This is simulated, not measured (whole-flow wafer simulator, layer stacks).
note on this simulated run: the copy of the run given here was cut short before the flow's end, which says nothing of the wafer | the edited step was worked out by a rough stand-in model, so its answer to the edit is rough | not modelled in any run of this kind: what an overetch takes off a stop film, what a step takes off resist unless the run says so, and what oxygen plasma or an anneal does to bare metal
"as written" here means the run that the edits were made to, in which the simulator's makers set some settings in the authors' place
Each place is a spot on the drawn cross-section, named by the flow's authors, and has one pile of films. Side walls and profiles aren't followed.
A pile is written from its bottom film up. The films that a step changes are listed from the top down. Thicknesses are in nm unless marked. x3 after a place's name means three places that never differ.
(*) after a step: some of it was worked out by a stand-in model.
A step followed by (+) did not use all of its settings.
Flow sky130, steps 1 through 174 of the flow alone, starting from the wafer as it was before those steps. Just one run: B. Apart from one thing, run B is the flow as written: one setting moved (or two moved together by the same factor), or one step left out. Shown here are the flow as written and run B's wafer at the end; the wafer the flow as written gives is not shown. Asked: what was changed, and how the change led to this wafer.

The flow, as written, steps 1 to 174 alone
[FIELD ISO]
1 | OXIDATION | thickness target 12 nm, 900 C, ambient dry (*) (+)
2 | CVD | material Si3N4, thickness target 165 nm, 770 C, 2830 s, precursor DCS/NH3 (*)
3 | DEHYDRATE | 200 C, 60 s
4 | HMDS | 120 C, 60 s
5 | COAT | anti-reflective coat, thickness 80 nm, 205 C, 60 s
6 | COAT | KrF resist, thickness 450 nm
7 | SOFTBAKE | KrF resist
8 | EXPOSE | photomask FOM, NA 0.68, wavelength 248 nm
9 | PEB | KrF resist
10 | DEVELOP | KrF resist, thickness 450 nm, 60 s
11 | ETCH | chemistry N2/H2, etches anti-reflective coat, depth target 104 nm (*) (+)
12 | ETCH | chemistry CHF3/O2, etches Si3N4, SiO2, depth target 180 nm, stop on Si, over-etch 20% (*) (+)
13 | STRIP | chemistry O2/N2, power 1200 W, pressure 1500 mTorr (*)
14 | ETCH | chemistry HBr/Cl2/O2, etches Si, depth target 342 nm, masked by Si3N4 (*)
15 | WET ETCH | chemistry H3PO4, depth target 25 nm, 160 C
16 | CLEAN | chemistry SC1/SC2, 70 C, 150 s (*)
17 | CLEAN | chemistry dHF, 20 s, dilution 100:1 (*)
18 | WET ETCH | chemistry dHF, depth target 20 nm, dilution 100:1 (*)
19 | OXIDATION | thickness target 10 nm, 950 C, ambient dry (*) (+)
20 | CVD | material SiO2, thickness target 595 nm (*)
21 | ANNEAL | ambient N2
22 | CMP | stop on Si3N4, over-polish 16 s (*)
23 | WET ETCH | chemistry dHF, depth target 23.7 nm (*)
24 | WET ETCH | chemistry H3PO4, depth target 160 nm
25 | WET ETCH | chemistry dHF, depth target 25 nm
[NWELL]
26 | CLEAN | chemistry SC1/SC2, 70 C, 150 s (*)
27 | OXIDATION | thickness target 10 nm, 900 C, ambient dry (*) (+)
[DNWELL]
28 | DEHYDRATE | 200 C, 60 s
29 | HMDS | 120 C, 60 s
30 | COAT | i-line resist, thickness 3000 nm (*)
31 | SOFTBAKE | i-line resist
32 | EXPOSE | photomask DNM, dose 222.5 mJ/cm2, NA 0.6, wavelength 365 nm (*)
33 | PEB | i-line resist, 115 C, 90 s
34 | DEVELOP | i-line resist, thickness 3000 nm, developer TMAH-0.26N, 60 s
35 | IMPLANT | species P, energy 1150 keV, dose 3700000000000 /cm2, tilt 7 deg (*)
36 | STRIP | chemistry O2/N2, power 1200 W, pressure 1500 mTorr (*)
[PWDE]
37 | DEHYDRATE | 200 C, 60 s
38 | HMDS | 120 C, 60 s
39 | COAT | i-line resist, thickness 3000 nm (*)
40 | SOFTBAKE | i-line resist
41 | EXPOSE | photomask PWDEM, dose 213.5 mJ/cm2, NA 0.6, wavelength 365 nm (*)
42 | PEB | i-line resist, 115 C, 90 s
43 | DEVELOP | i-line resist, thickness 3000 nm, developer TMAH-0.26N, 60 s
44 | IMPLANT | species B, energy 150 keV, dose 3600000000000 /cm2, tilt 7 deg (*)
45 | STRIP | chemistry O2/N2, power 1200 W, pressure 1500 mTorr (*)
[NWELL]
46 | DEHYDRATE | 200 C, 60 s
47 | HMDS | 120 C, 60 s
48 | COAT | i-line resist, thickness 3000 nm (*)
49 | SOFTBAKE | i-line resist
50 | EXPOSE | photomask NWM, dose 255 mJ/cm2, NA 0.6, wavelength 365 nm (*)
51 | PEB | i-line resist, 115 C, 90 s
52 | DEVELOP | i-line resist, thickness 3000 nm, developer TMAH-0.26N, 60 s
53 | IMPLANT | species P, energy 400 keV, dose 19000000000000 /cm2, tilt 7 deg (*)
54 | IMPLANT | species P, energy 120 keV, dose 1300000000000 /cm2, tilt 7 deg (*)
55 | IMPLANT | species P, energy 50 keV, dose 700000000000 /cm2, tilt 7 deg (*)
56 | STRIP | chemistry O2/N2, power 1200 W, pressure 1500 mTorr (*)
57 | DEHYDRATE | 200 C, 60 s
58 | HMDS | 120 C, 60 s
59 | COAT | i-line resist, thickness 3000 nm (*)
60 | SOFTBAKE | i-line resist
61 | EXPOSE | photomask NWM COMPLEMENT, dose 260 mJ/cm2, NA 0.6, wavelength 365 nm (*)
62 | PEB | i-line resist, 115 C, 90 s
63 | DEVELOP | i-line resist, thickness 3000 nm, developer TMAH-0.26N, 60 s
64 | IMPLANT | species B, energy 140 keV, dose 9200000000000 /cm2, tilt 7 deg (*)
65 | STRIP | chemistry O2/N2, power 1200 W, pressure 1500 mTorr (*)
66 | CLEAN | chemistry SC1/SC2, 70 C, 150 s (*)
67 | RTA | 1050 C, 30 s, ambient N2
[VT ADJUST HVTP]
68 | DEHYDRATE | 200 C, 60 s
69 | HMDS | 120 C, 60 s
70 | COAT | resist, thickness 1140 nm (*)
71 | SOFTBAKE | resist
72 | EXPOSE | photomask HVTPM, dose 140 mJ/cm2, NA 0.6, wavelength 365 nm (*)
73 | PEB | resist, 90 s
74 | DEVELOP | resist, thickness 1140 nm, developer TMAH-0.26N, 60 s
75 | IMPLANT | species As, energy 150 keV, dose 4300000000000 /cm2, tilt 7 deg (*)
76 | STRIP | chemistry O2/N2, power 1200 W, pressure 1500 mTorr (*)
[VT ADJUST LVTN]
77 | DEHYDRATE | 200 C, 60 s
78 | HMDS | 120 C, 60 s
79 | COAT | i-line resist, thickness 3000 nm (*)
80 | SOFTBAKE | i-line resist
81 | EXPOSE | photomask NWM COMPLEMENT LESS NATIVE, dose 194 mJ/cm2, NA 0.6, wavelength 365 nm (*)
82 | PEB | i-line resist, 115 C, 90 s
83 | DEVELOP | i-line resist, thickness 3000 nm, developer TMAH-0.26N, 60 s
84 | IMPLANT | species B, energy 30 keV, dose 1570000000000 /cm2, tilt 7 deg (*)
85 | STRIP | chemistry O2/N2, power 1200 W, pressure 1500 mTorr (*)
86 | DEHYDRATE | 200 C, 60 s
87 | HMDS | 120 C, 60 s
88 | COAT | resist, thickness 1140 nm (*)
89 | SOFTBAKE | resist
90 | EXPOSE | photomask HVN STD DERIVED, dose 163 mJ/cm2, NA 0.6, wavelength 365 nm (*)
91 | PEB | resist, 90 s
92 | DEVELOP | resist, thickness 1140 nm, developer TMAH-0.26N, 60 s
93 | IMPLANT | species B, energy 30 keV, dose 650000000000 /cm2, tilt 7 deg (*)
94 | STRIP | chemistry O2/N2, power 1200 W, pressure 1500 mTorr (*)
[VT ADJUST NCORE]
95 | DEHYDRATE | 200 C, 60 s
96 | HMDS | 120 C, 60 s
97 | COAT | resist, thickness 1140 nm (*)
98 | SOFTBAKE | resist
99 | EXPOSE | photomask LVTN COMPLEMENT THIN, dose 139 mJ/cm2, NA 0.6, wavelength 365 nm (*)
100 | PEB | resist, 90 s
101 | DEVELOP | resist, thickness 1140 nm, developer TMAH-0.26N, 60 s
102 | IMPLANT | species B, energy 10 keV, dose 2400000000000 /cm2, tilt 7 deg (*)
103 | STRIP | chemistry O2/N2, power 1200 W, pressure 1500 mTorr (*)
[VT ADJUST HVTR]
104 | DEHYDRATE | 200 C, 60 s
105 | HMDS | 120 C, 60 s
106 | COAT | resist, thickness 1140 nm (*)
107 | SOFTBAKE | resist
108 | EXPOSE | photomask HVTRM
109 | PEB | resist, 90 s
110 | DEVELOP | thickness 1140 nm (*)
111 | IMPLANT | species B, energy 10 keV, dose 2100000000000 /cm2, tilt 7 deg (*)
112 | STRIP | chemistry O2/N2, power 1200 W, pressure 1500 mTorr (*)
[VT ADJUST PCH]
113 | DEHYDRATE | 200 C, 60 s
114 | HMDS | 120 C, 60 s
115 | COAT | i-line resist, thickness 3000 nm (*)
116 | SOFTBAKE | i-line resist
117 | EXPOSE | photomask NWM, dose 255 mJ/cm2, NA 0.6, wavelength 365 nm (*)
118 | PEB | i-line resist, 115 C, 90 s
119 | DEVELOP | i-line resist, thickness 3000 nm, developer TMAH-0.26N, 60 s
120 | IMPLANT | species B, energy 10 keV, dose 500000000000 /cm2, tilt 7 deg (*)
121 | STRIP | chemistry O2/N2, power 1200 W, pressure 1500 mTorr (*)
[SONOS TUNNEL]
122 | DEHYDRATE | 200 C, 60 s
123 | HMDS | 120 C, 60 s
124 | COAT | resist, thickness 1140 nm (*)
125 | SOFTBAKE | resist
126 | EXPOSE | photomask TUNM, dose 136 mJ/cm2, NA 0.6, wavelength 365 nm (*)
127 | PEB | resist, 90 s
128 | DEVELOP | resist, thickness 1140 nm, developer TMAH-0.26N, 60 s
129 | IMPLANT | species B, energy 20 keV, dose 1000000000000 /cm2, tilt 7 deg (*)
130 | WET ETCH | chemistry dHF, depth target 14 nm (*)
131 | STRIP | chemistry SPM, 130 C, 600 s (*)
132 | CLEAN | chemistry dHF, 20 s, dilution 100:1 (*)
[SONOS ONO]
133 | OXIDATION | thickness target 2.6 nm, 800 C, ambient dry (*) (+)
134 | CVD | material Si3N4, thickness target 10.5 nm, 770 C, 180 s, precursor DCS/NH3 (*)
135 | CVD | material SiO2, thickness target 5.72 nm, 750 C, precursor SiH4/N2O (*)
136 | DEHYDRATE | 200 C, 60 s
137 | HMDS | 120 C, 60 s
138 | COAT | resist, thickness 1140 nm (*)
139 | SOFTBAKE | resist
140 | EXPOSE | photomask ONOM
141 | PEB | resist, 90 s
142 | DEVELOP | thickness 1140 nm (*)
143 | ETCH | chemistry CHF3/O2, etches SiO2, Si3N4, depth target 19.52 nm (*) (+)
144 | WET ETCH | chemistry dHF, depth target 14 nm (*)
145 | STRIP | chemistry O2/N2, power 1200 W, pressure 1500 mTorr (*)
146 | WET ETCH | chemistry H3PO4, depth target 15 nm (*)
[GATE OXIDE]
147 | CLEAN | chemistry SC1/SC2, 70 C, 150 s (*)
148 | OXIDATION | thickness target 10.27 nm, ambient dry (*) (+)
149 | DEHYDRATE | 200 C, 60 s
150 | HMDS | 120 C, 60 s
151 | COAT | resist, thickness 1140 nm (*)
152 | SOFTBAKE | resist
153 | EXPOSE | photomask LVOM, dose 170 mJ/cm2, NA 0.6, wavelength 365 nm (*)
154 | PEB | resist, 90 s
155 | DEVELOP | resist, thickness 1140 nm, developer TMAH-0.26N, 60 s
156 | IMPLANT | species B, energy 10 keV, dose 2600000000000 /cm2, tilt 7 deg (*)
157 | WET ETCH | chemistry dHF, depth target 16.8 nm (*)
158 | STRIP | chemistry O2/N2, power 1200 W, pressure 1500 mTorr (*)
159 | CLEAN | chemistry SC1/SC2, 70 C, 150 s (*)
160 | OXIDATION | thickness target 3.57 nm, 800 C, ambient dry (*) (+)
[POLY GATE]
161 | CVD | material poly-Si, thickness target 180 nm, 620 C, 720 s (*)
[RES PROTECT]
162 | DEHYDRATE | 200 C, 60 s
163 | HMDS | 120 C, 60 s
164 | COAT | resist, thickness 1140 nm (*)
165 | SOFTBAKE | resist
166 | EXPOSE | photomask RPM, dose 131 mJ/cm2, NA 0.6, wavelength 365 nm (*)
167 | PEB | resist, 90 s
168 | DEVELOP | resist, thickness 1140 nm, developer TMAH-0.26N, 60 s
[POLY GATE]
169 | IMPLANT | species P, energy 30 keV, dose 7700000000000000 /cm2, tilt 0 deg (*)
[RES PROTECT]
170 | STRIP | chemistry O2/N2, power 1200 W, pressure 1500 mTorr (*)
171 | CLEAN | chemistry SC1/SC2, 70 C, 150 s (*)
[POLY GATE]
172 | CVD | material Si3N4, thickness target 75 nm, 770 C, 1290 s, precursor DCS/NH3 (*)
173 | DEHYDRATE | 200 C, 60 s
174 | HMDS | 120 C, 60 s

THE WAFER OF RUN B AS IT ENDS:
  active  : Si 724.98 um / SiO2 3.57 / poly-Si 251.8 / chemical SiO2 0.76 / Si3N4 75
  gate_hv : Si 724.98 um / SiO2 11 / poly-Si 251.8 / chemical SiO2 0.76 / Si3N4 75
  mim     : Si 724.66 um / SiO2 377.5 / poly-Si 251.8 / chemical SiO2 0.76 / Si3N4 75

Cause: step 161, CVD: 1008 s was run, whereas the flow has 720 s.

Step by step, how the change led to this:
  161 | CVD | material poly-Si, thickness target 180 nm, 620 C, 720 s (*)
      field, active, n_well and 186 more: +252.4 poly-Si (new film) (in the flow as written it would be: +180 poly-Si (new film))
      ndiff_dn: +292.4 poly-Si (new film) (in the flow as written it would be: +215.7 poly-Si (new film))
